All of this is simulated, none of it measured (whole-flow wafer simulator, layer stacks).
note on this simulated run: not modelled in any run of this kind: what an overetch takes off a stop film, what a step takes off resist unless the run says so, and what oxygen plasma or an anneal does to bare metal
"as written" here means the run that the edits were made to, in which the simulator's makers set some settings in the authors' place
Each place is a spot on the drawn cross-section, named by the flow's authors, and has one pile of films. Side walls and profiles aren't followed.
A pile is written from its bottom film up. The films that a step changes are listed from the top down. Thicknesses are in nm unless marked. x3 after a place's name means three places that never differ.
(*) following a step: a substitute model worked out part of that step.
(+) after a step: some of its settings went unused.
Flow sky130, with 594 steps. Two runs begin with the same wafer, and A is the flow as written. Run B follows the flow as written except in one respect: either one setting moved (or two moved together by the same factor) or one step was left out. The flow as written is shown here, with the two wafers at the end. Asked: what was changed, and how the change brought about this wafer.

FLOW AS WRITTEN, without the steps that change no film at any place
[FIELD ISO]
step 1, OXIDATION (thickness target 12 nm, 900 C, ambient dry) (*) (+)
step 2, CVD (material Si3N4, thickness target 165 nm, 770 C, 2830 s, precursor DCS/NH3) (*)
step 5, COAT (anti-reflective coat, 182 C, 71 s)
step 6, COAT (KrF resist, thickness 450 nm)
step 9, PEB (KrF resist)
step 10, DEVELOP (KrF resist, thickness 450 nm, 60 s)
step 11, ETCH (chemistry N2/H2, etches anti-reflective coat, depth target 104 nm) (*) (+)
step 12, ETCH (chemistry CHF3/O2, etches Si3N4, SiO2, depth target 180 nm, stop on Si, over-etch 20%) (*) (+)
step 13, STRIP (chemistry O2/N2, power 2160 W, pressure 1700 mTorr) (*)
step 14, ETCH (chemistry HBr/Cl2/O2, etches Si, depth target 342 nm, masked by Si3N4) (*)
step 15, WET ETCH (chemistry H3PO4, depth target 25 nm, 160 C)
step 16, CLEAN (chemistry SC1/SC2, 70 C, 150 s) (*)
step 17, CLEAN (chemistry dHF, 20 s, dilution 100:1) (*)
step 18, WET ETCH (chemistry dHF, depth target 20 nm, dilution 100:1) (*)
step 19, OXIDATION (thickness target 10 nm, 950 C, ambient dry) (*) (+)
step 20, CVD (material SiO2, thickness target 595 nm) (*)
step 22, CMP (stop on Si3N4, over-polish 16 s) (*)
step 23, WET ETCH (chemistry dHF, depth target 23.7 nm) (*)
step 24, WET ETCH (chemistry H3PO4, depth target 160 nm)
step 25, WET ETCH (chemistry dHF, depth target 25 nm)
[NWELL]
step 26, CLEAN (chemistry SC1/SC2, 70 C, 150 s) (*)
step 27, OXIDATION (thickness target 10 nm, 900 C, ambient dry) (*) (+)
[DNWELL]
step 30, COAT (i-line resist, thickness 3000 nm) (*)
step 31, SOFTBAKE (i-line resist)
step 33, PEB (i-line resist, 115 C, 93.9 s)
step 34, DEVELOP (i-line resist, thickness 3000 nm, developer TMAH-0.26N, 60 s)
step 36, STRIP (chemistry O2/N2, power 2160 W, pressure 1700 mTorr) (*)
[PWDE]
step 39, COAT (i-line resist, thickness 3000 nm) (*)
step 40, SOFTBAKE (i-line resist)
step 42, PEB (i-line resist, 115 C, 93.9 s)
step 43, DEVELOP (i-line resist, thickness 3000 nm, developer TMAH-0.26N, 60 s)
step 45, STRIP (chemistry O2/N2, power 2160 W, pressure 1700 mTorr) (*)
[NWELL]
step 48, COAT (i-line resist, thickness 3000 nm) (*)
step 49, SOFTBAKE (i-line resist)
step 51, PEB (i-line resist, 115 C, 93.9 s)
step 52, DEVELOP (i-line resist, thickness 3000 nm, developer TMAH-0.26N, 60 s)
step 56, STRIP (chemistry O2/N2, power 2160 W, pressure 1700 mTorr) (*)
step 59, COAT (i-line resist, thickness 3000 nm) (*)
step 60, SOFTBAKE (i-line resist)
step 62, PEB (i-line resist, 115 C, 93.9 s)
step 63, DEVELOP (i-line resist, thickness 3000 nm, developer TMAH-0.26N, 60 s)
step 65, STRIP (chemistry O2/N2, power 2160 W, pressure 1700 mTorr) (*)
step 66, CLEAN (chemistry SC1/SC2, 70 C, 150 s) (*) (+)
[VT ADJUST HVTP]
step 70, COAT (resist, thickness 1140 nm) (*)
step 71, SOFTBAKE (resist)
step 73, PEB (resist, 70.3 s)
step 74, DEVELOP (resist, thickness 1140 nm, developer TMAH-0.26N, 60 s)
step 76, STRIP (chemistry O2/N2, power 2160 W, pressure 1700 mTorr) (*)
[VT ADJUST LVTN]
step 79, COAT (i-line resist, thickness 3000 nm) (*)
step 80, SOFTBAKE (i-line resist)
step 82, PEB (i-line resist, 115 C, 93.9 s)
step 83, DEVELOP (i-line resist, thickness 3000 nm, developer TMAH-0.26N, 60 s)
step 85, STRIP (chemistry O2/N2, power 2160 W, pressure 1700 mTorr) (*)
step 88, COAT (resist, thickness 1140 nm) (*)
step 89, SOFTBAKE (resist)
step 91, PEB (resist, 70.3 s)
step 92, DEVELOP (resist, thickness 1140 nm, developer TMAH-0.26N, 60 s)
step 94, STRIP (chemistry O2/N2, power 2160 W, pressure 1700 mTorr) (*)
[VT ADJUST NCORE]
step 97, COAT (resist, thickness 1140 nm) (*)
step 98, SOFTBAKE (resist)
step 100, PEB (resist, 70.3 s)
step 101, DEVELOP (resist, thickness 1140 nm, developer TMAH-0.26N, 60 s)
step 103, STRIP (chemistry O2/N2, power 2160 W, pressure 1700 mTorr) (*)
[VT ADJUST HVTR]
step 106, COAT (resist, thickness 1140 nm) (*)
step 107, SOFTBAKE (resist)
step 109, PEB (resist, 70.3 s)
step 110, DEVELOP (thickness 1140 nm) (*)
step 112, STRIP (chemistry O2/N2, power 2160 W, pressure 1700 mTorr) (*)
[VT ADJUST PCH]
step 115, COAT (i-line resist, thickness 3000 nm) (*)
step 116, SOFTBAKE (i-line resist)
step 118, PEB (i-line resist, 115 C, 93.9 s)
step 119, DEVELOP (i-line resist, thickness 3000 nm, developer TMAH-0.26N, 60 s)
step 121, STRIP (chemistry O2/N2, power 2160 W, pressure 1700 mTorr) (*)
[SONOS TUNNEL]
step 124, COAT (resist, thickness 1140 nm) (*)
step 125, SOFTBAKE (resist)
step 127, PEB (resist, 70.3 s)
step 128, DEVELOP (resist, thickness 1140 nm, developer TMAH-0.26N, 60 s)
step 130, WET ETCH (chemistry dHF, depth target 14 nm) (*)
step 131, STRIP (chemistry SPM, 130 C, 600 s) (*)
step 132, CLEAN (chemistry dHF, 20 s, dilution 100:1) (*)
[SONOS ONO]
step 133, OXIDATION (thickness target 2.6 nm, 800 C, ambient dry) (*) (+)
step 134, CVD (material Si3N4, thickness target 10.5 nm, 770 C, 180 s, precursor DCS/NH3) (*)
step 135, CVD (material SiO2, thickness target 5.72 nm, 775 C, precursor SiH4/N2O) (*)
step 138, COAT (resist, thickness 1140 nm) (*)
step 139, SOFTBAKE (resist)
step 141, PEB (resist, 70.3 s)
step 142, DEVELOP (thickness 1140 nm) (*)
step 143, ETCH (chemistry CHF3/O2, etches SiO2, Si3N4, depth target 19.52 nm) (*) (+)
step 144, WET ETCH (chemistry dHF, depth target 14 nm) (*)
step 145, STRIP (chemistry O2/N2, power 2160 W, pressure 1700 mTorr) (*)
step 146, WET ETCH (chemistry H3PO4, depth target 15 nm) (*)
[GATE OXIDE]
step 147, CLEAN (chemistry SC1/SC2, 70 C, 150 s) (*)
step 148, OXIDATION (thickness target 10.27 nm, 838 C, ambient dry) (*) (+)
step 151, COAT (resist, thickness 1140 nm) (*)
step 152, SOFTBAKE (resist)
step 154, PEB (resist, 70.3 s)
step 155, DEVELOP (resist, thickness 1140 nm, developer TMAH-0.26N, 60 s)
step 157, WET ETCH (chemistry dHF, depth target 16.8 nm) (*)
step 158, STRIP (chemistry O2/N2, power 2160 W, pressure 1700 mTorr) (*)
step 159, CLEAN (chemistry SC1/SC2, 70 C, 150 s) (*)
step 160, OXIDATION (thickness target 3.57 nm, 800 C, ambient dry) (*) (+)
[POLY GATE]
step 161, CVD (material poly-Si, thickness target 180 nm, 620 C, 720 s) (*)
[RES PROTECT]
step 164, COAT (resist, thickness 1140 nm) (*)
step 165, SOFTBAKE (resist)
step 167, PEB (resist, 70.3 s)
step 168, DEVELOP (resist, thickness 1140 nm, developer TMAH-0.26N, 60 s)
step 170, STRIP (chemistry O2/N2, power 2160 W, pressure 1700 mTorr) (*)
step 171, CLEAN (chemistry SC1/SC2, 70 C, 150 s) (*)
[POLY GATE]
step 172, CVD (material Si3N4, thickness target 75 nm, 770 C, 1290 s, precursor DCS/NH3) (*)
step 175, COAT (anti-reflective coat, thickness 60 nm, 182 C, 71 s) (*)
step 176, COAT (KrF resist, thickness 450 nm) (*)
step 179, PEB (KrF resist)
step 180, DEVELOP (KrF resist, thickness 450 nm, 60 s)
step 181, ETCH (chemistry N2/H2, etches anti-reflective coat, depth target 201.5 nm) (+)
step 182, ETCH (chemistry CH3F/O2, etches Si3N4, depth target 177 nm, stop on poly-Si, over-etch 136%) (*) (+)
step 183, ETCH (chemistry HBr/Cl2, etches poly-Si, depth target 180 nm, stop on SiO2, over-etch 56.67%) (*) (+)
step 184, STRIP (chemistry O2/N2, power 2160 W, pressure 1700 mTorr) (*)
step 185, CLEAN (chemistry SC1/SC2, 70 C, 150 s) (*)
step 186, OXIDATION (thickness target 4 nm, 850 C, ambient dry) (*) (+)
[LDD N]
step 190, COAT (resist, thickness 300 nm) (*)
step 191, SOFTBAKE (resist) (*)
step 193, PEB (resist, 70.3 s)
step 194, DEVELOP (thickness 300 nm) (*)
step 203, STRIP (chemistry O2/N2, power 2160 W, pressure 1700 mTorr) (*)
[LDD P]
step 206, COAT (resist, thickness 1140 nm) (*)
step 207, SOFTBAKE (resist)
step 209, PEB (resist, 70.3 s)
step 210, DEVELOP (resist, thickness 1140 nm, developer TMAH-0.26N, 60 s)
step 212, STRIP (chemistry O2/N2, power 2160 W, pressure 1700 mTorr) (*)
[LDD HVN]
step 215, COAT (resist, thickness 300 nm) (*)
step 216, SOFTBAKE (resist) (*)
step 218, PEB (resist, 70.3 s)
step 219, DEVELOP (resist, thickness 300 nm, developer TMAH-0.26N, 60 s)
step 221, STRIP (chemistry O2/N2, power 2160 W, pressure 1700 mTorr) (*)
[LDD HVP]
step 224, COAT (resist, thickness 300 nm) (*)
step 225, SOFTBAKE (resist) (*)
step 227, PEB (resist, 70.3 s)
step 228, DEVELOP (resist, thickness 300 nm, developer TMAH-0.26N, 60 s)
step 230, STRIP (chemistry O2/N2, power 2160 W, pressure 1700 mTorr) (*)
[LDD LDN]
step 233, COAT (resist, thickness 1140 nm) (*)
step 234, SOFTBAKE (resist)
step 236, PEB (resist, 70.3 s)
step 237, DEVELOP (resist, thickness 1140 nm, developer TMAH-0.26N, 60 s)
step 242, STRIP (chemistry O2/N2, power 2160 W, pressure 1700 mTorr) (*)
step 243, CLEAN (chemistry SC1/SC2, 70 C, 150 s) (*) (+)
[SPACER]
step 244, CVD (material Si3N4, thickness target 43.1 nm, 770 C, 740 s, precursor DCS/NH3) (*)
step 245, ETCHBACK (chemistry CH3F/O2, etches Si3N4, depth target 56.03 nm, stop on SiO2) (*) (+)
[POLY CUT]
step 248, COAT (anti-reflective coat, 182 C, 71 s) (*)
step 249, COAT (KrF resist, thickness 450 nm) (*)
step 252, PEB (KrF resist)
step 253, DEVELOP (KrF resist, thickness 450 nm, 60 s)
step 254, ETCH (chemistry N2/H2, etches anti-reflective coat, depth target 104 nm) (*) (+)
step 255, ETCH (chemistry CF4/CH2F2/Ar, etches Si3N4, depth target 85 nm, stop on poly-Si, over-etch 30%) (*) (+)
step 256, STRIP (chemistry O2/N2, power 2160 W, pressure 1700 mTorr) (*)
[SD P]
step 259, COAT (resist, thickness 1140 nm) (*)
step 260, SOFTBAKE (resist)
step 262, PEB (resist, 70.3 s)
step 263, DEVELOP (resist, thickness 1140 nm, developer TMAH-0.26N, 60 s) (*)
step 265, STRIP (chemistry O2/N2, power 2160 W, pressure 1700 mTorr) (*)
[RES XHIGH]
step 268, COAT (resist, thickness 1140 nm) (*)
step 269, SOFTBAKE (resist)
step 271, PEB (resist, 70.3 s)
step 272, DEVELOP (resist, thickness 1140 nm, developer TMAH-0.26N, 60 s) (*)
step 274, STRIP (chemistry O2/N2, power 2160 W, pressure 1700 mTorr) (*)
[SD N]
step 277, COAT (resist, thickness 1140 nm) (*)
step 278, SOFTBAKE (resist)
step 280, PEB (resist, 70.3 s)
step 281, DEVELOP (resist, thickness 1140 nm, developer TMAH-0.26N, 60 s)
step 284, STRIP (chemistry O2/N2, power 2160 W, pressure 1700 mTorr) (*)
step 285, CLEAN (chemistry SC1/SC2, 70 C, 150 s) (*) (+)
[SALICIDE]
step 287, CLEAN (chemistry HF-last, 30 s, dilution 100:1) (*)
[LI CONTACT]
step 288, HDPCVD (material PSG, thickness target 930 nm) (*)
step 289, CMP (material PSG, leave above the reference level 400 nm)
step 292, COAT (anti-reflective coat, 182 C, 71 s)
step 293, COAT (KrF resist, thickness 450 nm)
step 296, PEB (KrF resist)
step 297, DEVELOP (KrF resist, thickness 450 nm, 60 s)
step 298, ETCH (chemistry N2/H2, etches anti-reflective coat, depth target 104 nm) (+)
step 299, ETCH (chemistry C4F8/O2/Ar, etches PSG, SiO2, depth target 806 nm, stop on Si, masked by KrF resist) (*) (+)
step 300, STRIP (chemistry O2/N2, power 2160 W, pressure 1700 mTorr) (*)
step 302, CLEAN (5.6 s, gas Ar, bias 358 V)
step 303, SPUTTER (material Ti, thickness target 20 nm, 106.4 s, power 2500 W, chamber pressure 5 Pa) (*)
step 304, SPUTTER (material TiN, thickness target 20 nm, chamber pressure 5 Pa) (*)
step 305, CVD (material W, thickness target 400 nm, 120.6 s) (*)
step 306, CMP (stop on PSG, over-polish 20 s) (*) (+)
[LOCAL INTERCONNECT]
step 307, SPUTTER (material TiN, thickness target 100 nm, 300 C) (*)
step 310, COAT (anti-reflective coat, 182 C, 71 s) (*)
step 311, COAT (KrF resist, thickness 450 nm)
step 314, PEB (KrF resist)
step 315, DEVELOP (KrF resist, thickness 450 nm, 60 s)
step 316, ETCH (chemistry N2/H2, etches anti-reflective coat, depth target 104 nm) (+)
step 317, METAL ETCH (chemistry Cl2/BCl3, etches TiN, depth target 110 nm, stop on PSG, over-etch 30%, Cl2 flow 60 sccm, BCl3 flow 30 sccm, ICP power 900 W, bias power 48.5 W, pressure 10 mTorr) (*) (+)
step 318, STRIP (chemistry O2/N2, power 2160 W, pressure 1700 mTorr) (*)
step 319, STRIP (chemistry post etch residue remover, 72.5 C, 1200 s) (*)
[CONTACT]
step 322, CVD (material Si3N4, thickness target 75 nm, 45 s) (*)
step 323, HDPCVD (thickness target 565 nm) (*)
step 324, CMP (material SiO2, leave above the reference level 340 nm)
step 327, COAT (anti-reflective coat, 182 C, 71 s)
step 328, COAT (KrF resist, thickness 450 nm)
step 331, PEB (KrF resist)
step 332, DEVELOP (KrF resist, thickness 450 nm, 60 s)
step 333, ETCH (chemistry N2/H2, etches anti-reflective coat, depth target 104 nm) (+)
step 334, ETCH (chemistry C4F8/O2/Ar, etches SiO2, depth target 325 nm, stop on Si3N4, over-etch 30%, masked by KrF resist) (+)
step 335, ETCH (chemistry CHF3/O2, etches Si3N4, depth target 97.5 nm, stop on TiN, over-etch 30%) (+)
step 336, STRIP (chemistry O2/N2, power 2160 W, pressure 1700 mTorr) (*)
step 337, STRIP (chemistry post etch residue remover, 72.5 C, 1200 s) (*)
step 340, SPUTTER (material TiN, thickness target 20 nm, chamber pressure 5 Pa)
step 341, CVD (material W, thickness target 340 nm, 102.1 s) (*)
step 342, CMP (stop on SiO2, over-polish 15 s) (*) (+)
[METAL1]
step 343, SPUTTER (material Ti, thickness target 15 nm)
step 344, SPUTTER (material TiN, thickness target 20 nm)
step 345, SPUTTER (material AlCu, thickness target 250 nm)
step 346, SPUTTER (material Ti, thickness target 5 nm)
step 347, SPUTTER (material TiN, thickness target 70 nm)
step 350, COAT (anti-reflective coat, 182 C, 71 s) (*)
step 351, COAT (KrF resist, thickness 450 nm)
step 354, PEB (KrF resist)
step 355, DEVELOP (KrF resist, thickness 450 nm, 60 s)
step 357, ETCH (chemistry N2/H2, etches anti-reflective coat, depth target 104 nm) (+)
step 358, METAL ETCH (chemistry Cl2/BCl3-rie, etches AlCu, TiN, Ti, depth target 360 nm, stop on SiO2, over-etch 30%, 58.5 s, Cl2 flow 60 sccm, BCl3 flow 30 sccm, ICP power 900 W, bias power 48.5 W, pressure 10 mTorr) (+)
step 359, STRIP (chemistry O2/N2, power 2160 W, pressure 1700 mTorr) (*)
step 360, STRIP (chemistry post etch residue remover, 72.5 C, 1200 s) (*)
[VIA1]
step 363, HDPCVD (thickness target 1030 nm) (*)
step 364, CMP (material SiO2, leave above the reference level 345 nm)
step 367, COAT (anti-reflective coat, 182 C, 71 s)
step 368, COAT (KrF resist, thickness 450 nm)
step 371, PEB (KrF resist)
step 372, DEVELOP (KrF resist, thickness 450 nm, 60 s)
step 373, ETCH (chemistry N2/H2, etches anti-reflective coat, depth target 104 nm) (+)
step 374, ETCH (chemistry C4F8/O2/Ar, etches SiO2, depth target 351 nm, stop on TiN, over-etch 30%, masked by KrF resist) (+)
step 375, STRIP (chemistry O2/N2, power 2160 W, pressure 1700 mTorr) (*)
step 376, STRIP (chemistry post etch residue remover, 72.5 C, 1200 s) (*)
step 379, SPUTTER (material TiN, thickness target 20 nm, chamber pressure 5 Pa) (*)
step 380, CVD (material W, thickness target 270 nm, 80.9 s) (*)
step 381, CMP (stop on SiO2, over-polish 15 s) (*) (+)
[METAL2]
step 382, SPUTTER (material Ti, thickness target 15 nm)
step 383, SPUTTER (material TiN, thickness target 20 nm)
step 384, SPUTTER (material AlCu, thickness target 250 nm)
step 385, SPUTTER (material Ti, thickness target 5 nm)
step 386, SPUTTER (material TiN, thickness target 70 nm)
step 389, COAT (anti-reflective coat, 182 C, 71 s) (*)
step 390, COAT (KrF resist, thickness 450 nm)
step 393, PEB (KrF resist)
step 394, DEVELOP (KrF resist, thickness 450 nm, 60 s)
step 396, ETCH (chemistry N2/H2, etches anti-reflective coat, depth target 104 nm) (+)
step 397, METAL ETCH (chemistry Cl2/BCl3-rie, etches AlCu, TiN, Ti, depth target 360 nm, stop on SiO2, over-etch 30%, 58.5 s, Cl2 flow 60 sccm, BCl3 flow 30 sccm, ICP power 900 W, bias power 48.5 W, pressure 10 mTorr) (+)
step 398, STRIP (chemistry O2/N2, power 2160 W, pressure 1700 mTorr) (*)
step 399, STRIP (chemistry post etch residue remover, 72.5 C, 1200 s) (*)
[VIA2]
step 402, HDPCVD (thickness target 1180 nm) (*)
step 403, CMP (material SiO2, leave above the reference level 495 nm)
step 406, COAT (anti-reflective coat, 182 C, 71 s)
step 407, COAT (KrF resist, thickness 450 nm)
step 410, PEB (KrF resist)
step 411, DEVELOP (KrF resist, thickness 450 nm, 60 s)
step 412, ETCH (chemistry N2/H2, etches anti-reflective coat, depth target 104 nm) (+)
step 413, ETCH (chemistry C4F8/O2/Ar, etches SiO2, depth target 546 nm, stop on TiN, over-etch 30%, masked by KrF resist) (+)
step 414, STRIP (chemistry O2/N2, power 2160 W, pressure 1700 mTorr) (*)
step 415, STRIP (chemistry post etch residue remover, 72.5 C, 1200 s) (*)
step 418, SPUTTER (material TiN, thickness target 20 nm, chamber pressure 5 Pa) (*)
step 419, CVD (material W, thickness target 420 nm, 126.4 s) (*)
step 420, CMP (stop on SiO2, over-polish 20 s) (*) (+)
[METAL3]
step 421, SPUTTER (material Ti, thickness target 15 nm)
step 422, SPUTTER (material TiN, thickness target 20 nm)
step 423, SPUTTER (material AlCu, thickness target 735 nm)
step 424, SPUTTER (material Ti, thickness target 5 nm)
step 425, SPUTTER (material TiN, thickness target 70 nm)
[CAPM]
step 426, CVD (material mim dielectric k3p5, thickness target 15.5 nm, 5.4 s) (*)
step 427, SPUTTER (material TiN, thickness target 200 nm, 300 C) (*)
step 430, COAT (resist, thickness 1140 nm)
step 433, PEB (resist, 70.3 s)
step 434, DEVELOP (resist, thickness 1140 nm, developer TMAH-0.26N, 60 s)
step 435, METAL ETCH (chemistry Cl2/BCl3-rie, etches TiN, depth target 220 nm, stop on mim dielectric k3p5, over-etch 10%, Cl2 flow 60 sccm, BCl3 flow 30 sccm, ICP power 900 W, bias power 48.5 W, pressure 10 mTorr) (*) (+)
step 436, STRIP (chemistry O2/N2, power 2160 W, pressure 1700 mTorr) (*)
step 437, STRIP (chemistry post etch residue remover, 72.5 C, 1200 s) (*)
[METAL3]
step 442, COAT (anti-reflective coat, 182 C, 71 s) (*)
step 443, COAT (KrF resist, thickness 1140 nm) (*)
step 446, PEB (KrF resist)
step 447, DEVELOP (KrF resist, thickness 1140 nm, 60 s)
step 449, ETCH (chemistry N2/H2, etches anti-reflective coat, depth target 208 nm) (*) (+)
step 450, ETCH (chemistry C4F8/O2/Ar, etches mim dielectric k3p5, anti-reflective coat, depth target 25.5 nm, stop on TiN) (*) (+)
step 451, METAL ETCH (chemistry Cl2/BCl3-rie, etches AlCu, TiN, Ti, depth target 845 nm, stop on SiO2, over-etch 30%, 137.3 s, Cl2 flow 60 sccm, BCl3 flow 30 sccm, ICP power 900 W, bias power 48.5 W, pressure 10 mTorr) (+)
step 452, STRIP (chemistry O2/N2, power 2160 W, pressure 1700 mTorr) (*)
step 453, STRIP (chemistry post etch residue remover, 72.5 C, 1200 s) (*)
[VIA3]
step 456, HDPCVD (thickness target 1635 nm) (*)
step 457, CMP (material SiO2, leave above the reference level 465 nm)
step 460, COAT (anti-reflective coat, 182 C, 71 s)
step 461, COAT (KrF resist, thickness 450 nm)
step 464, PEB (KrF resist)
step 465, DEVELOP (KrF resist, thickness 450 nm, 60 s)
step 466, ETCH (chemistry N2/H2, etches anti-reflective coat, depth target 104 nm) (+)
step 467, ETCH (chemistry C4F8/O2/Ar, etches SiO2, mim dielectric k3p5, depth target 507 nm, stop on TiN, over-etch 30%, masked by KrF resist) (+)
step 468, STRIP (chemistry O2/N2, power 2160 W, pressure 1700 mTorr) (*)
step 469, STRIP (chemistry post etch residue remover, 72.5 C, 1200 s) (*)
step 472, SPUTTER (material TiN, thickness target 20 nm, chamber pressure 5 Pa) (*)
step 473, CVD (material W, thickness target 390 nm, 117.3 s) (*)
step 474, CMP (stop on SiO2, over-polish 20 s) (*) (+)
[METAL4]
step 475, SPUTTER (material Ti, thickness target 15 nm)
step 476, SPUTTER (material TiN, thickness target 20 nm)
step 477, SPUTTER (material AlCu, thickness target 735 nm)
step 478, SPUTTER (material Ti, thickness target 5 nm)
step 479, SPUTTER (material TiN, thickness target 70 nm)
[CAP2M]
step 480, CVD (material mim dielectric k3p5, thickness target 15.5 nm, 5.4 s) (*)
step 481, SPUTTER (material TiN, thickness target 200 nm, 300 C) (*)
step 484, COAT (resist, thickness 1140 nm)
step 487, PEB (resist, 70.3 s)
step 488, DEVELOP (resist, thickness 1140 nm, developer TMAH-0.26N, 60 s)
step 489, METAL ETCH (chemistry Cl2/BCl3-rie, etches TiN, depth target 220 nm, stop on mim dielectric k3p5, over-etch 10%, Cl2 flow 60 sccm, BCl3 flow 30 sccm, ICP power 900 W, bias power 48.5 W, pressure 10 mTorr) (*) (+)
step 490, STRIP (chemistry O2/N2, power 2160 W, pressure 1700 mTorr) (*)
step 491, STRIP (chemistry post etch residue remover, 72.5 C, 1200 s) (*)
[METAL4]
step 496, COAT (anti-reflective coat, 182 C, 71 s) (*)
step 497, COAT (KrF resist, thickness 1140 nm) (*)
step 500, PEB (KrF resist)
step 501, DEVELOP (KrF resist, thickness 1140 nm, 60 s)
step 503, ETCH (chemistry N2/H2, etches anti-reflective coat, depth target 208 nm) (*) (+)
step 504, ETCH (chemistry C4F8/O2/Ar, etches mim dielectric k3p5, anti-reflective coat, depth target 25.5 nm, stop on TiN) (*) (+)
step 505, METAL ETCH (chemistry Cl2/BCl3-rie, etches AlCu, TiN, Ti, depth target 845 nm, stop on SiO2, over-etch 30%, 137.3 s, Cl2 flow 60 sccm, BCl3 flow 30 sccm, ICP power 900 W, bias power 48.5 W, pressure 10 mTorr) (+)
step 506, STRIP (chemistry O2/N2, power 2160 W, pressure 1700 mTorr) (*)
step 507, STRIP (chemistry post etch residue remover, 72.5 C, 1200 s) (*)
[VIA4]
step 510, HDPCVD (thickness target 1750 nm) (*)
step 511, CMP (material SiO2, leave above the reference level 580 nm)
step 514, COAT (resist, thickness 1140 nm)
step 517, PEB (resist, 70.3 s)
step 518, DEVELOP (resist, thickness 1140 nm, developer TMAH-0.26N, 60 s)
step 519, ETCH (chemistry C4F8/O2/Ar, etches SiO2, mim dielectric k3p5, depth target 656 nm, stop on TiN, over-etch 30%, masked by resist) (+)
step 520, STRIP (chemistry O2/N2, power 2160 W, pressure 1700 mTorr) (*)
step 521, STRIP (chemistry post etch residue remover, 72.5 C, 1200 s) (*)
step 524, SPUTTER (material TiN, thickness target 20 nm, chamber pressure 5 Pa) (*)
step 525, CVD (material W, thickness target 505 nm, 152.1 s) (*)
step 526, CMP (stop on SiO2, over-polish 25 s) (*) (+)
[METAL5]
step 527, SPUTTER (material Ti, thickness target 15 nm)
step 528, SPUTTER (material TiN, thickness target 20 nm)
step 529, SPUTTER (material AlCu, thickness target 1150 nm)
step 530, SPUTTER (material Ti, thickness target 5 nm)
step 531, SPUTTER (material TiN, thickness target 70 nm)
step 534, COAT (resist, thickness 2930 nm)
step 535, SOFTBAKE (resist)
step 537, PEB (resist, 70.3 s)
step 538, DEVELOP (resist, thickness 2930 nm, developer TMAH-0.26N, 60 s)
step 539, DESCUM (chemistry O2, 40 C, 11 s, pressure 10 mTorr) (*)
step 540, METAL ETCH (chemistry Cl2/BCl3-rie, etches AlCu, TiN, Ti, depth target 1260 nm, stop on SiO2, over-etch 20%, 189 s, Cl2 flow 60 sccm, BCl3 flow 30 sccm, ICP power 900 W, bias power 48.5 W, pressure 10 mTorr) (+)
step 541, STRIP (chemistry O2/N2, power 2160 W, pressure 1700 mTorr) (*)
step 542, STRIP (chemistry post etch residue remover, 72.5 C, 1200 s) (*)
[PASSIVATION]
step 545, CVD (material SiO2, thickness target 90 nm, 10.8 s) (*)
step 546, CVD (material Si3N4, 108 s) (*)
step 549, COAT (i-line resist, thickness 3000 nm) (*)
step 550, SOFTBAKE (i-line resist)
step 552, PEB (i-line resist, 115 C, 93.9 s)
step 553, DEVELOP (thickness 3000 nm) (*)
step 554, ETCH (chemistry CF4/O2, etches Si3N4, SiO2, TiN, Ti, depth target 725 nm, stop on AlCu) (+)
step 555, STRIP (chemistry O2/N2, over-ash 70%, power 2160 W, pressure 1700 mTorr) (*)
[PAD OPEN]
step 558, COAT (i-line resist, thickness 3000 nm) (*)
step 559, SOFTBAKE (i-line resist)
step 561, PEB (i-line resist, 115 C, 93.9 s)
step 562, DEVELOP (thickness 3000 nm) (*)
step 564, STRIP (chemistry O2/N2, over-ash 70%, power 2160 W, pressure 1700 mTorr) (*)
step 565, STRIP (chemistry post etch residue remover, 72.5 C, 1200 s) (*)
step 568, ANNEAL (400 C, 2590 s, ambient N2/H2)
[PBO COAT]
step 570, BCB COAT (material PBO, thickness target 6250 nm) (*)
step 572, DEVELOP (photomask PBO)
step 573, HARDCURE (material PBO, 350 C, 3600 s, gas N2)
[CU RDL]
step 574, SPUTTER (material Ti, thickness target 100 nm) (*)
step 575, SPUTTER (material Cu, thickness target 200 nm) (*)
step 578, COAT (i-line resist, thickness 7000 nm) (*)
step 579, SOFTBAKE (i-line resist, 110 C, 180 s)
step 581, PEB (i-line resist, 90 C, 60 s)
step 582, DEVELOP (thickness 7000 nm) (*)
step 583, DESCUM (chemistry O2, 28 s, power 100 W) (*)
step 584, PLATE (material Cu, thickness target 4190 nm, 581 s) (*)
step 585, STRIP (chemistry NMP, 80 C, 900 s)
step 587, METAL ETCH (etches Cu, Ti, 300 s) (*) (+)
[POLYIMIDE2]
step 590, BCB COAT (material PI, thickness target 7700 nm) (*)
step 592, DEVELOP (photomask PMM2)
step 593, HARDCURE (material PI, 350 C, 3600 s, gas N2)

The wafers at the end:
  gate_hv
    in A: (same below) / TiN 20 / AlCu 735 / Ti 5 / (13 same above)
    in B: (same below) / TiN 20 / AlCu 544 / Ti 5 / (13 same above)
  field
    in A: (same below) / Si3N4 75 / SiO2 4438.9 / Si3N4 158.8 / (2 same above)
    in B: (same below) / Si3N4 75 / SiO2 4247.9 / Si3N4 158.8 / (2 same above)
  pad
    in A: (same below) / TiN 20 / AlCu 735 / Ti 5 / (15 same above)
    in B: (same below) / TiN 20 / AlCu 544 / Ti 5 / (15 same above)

What caused this: step 423, SPUTTER: thickness target 544 nm was run, whereas the flow has thickness target 735 nm.
One can read it off the wafer: gate_hv has AlCu 544, and step 423 as written asks for 735 nm.

Step by step, how the change led to this:
  step 423, SPUTTER (material AlCu, thickness target 735 nm)
      field, active, n_well and 188 more: A +735 AlCu (new film) | B +544 AlCu (new film)
  step 451, METAL ETCH (chemistry Cl2/BCl3-rie, etches AlCu, TiN, Ti, depth target 845 nm, stop on SiO2, over-etch 30%, 137.3 s, Cl2 flow 60 sccm, BCl3 flow 30 sccm, ICP power 900 W, bias power 48.5 W, pressure 10 mTorr) (+)
      field, gate, spacer and 66 more: A -70 TiN (all of it), -5 Ti (all of it), -735 AlCu (all of it), -20 TiN (all of it), -15 Ti (all of it), -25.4 SiO2 | B -70 TiN (all of it), -5 Ti (all of it), -544 AlCu (all of it), -20 TiN (all of it), -15 Ti (all of it), -44.5 SiO2
      vpp_ln, vpp_iso2, ndiff_ln and 8 more: A -70 TiN (all of it), -5 Ti (all of it), -735 AlCu (all of it), -20 TiN (all of it), -15 Ti (all of it), -25.3 SiO2 | B -70 TiN (all of it), -5 Ti (all of it), -544 AlCu (all of it), -20 TiN (all of it), -15 Ti (all of it), -44.4 SiO2
      (as well as at 5 more places)
  step 457, CMP (material SiO2, leave above the reference level 465 nm)
      field, gate, spacer and 61 more: A -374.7 SiO2 | B -546.6 SiO2
      active, vpp_ln, vpp_iso1 and 18 more: A -374.7 SiO2 | B -546.5 SiO2
